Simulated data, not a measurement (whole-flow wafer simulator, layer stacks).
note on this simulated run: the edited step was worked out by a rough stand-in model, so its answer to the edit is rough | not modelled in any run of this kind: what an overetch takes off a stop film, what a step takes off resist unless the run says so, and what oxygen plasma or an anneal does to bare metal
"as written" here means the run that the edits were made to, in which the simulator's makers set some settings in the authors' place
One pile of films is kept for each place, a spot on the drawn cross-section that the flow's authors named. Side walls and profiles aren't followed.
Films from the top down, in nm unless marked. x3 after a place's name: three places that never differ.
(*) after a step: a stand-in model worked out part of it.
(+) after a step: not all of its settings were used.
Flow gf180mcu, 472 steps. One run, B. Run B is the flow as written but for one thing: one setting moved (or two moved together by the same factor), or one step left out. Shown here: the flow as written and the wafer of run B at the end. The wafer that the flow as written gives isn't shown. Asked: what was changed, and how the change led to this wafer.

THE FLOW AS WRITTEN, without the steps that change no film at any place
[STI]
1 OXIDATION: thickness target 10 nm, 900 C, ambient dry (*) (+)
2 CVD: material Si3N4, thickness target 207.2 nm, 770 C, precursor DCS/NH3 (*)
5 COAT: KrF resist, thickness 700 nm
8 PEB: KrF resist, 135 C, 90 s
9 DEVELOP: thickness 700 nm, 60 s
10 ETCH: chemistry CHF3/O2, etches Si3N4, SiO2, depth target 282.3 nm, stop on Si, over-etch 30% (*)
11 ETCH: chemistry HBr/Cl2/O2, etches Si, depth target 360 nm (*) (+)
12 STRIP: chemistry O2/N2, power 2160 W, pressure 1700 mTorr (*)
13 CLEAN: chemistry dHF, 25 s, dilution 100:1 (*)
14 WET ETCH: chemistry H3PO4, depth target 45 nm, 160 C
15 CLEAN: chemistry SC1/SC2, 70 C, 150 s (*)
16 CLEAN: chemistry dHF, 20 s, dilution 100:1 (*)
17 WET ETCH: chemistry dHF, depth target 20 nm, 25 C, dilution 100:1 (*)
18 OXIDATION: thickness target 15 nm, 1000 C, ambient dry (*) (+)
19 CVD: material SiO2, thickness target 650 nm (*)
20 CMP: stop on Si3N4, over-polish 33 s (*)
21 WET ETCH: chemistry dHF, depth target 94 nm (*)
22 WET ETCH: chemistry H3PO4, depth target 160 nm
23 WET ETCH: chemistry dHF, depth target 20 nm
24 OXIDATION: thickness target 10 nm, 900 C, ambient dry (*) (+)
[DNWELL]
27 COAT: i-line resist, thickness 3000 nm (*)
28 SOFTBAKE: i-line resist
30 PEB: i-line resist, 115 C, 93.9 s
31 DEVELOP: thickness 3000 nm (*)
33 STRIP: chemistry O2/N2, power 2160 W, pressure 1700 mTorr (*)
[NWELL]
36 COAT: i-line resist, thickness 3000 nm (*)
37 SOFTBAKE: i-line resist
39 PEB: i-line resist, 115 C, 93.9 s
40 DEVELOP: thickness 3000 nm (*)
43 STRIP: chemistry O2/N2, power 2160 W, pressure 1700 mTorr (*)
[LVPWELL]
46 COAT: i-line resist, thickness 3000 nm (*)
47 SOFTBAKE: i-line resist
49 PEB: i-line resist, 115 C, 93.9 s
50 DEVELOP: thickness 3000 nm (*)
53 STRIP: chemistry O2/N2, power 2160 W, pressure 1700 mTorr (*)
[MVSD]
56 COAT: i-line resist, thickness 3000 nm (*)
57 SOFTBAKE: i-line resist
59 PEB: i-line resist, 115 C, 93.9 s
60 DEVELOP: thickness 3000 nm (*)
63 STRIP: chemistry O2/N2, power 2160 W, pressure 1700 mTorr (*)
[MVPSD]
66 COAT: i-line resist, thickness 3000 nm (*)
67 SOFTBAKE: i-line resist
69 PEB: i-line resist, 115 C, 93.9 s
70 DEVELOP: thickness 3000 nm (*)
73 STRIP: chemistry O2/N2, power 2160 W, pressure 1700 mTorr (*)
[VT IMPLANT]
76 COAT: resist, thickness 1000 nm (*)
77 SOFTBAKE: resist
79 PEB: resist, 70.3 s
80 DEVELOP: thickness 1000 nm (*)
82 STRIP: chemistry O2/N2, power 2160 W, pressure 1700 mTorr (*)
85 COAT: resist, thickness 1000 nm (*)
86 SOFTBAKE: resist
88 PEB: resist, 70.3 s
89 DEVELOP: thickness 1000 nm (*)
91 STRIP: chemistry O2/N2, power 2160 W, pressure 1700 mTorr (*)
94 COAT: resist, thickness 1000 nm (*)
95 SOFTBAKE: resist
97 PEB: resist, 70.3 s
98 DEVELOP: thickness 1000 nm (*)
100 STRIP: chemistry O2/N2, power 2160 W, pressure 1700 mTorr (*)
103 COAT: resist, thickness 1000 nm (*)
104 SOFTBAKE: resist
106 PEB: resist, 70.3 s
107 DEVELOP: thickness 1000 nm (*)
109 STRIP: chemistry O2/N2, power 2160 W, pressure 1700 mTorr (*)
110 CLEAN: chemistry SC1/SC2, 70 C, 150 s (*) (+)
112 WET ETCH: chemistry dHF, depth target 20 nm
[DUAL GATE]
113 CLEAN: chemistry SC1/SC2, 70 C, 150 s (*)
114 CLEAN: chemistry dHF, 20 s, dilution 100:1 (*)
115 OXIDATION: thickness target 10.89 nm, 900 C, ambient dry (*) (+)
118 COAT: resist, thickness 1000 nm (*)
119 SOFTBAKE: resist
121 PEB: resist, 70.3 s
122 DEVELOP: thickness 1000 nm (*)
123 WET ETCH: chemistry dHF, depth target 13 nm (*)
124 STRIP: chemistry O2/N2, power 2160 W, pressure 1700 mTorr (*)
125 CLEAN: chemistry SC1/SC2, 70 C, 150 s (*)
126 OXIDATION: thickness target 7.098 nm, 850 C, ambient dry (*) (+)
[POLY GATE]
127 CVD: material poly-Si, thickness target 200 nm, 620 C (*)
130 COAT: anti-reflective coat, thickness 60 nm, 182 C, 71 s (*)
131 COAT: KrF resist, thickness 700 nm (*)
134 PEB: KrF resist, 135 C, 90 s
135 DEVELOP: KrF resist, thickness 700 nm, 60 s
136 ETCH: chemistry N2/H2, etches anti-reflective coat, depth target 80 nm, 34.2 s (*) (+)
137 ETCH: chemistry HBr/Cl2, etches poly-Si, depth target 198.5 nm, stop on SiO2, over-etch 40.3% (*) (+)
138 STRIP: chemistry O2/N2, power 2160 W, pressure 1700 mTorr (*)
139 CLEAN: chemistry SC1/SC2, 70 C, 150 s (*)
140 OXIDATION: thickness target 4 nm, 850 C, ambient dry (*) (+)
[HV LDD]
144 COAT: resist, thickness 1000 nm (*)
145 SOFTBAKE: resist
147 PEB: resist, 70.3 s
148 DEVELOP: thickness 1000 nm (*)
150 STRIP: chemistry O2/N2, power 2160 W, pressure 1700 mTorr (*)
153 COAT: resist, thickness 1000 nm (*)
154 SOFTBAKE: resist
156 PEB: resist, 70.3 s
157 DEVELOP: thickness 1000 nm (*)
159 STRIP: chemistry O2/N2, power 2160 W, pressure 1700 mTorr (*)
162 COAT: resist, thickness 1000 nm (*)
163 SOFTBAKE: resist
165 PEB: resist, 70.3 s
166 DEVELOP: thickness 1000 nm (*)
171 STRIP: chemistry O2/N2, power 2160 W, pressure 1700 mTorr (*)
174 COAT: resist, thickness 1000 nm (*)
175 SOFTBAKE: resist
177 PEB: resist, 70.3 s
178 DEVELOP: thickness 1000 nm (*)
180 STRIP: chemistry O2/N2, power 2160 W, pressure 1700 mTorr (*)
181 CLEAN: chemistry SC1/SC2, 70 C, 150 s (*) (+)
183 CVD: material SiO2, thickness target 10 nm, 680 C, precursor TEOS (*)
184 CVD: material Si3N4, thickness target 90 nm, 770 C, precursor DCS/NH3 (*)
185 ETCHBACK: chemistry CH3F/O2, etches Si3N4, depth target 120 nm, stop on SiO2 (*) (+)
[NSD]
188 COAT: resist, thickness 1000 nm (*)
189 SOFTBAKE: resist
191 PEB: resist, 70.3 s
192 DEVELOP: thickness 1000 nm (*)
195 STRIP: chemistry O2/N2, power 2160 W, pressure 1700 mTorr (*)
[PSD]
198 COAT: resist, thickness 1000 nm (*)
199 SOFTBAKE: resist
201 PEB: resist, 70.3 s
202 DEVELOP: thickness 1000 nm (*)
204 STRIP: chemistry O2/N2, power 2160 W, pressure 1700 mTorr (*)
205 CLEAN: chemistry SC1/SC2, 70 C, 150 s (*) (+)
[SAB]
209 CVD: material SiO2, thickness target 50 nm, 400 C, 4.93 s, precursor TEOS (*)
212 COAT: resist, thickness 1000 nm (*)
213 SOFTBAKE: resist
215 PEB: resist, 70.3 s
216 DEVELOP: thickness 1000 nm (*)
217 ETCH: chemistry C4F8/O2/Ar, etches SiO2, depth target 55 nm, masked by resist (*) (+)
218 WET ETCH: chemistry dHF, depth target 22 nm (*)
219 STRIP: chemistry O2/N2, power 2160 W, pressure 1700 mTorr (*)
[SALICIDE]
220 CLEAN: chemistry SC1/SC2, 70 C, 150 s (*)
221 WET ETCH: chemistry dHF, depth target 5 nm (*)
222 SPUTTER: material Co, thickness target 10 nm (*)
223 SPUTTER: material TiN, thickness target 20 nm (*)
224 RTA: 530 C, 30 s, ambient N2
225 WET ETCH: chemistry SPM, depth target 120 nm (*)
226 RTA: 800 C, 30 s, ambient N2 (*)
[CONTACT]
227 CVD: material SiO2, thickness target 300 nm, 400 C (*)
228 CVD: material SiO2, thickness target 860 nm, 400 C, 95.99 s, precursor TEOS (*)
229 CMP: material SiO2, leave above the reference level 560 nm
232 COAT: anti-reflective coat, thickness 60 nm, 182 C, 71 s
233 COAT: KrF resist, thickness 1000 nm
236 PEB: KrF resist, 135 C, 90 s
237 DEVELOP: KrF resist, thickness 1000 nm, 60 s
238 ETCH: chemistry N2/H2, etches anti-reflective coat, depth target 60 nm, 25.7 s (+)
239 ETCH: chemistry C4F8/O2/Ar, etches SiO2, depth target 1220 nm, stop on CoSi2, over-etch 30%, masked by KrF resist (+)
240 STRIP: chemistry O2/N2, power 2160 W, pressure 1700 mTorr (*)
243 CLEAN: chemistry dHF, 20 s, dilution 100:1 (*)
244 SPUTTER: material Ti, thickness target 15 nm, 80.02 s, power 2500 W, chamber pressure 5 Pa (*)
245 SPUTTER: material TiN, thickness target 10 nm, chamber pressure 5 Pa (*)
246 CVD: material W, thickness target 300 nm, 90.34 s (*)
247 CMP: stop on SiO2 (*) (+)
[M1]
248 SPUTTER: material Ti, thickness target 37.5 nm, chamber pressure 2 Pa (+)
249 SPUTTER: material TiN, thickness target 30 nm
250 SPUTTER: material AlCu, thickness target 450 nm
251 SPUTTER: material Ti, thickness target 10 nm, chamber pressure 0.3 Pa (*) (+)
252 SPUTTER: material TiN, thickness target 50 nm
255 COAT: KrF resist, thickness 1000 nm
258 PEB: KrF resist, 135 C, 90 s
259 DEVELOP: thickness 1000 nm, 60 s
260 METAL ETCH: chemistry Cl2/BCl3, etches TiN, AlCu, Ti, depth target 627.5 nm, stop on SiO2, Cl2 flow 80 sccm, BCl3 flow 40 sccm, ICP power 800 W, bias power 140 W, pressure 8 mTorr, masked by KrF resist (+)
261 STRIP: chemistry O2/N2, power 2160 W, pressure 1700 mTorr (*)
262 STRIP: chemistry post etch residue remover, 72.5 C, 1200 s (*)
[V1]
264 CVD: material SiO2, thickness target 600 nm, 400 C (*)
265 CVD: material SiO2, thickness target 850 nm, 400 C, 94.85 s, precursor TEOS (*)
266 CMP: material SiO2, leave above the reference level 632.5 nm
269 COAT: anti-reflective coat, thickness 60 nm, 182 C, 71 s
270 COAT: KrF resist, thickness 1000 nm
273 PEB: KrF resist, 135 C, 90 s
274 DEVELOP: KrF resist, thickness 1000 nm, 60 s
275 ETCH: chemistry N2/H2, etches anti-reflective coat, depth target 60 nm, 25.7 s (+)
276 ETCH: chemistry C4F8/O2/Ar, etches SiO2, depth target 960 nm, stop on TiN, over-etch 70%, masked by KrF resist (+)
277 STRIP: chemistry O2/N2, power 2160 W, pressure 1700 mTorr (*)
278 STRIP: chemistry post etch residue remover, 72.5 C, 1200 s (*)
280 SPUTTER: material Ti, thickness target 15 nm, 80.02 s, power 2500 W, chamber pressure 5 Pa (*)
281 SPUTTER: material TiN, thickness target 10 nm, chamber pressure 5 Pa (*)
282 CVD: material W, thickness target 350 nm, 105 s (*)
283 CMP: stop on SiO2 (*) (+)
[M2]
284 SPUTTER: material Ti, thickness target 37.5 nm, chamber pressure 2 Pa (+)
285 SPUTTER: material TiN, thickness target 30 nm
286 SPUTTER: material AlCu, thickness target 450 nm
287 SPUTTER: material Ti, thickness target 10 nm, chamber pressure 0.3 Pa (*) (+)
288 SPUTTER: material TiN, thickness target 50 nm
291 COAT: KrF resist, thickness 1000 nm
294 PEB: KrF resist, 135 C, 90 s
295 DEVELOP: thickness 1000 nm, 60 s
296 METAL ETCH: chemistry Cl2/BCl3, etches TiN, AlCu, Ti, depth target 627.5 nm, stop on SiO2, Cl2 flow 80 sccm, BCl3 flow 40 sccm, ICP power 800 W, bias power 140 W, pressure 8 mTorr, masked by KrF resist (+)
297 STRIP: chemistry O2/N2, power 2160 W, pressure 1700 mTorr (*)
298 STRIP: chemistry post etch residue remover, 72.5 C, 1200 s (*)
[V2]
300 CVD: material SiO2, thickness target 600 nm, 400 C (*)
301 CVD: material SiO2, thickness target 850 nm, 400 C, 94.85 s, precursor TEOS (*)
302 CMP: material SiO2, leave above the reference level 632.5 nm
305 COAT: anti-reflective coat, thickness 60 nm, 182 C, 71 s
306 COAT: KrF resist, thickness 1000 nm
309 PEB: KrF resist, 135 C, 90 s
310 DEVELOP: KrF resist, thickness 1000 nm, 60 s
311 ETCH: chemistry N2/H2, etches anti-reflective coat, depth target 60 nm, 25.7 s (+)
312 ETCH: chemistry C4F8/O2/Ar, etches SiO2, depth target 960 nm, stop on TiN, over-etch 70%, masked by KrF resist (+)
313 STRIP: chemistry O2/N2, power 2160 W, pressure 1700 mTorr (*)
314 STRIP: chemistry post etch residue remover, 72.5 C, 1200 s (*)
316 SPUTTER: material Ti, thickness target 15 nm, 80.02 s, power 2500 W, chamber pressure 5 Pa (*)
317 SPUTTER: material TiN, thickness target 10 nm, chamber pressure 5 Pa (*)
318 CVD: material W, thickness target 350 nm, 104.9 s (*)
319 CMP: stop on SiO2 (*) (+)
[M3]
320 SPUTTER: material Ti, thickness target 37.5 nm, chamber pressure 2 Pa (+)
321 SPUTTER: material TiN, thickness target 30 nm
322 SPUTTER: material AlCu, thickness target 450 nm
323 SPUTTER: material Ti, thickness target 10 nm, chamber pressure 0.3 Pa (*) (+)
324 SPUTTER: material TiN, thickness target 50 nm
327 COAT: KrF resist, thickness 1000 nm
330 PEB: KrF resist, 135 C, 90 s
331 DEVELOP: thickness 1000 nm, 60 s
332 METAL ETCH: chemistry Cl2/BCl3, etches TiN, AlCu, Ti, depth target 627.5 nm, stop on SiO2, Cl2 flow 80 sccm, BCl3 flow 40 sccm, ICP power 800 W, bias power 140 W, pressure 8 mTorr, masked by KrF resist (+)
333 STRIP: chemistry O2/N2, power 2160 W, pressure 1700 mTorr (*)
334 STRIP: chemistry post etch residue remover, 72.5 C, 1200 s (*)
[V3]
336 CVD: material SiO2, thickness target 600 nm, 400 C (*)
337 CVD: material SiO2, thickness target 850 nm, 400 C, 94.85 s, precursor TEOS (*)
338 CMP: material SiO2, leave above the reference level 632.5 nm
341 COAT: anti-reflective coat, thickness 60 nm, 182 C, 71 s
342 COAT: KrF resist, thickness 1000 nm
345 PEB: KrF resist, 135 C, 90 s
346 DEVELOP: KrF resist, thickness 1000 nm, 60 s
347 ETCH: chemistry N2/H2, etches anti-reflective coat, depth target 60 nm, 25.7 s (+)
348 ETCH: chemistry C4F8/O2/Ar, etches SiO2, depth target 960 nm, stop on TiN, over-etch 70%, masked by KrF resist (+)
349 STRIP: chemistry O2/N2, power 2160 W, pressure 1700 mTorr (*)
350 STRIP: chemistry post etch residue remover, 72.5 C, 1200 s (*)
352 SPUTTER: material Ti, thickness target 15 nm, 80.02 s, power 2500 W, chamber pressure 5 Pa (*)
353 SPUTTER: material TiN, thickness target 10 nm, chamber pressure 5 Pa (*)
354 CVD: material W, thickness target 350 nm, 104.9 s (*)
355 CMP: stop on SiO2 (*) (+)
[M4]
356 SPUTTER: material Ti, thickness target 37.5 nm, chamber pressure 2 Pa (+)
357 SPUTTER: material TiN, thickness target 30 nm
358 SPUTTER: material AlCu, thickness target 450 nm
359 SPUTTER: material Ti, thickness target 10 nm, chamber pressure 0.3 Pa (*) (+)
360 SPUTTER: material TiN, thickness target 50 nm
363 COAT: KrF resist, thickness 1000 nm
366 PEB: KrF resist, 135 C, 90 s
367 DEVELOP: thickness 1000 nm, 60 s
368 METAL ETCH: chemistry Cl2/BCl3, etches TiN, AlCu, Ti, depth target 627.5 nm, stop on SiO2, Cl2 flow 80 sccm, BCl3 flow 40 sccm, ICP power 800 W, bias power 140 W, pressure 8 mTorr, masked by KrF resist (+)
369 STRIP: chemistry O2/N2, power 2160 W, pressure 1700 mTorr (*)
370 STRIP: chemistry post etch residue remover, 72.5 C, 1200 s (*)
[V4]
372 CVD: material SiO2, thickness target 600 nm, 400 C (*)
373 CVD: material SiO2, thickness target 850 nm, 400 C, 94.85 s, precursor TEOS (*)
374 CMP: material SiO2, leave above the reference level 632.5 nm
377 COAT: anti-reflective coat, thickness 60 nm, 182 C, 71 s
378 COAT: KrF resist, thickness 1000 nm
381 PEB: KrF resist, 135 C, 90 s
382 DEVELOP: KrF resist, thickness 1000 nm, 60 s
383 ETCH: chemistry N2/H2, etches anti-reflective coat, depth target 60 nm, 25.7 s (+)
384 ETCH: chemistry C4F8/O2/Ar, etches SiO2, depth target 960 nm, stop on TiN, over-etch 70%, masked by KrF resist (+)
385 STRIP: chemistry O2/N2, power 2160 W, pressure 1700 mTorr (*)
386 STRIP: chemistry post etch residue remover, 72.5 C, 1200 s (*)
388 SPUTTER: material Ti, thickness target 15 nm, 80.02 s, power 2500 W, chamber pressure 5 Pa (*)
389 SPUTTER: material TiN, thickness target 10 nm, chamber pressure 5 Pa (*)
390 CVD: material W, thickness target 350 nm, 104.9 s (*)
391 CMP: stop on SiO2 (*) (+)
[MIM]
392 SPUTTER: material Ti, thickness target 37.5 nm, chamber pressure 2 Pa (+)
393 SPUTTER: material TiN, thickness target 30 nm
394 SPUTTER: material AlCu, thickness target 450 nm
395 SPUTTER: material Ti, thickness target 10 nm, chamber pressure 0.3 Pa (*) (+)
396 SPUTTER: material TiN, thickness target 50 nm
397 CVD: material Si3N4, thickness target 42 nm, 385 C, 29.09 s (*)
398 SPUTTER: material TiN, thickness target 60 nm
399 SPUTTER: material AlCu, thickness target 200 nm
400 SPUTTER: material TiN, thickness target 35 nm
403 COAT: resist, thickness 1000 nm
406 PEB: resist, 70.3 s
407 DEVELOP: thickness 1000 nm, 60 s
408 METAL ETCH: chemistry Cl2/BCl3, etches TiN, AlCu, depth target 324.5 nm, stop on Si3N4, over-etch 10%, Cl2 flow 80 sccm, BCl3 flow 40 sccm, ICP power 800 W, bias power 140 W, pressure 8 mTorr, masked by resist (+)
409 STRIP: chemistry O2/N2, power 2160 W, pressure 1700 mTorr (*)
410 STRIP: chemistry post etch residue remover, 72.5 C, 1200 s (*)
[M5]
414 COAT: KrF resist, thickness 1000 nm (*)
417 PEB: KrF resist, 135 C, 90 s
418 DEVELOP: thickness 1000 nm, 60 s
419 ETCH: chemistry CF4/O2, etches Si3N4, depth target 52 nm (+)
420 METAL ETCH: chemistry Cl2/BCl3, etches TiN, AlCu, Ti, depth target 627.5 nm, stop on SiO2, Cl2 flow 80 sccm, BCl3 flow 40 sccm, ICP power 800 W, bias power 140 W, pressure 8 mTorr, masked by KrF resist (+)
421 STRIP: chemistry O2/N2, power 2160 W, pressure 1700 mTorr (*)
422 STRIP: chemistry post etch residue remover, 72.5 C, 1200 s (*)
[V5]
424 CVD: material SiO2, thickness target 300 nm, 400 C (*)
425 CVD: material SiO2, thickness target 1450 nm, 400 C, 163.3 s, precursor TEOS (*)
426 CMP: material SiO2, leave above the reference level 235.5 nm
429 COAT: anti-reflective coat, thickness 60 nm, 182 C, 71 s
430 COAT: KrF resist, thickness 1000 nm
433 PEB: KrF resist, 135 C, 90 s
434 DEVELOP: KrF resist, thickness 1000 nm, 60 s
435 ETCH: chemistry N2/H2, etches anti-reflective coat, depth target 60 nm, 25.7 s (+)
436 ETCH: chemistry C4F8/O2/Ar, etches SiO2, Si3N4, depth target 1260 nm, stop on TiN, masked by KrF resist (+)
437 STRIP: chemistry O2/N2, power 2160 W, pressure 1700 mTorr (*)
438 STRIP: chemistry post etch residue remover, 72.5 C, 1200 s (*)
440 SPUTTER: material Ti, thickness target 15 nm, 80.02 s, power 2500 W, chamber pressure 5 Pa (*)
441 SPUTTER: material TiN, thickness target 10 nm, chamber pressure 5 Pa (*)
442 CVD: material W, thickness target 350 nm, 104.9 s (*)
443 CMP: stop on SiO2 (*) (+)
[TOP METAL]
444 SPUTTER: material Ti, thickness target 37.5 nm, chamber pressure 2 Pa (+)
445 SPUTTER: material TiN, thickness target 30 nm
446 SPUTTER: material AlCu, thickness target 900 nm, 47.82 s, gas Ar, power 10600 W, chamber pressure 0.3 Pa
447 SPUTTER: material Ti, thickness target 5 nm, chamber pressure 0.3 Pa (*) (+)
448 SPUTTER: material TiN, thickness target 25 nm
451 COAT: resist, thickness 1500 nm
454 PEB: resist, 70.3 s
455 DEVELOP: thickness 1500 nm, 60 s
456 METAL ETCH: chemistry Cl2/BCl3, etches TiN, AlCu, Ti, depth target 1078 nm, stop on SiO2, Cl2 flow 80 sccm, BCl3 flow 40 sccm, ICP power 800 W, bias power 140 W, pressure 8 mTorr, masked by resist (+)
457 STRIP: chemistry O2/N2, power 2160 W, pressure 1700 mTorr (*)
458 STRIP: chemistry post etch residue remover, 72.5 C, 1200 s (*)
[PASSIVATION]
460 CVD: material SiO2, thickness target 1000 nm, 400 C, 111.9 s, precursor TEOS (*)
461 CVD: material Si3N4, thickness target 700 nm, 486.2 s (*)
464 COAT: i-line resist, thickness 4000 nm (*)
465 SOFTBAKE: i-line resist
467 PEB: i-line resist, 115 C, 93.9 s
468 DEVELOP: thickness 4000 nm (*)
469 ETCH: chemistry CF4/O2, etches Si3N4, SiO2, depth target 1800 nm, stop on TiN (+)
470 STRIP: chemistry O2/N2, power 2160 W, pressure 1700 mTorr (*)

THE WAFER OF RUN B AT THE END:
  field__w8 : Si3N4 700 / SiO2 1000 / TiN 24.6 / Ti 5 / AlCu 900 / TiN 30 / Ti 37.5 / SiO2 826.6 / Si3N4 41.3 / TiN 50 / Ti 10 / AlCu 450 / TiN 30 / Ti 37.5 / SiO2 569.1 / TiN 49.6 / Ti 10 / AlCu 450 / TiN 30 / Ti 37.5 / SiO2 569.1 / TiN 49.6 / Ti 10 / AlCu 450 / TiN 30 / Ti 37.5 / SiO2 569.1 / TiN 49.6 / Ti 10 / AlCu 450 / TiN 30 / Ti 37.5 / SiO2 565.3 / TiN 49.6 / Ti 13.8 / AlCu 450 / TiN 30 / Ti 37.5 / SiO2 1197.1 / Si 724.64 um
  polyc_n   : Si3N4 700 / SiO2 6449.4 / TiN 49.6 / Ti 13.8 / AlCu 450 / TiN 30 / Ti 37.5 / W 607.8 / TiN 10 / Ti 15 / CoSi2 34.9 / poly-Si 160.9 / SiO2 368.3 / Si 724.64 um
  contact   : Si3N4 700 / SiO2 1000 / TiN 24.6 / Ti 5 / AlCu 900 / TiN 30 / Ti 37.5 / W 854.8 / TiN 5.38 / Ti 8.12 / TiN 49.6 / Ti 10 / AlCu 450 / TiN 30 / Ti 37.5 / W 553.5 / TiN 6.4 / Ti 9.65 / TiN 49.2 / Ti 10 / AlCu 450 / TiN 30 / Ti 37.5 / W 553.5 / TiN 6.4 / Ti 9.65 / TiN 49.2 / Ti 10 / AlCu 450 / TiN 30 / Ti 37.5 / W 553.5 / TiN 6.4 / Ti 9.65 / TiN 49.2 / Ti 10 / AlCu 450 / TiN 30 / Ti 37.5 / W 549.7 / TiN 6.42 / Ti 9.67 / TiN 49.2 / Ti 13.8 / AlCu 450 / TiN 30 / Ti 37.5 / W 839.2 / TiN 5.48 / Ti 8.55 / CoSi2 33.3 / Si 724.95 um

The cause: step 251, SPUTTER: thickness target 13.8 nm was run, where the flow has thickness target 10 nm.
It can be read off the wafer: field__w8 has Ti 13.8, and step 251 as written asks for 10 nm.

How the change led to this, step by step:
  251 SPUTTER: material Ti, thickness target 10 nm, chamber pressure 0.3 Pa (*) (+)
      field, field__w1, field__w2 and 108 more: Ti +13.8 (new film) (as written it would be: Ti +10 (new film))
  260 METAL ETCH: chemistry Cl2/BCl3, etches TiN, AlCu, Ti, depth target 627.5 nm, stop on SiO2, Cl2 flow 80 sccm, BCl3 flow 40 sccm, ICP power 800 W, bias power 140 W, pressure 8 mTorr, masked by KrF resist (+)
      field, field__w1, field__w2 and 99 more: TiN -50 (all of it), Ti -13.8 (all of it), AlCu -450 (all of it), TiN -30 (all of it), Ti -37.5 (all of it) (as written it would be: TiN -50 (all of it), Ti -10 (all of it), AlCu -450 (all of it), TiN -30 (all of it), Ti -37.5 (all of it))
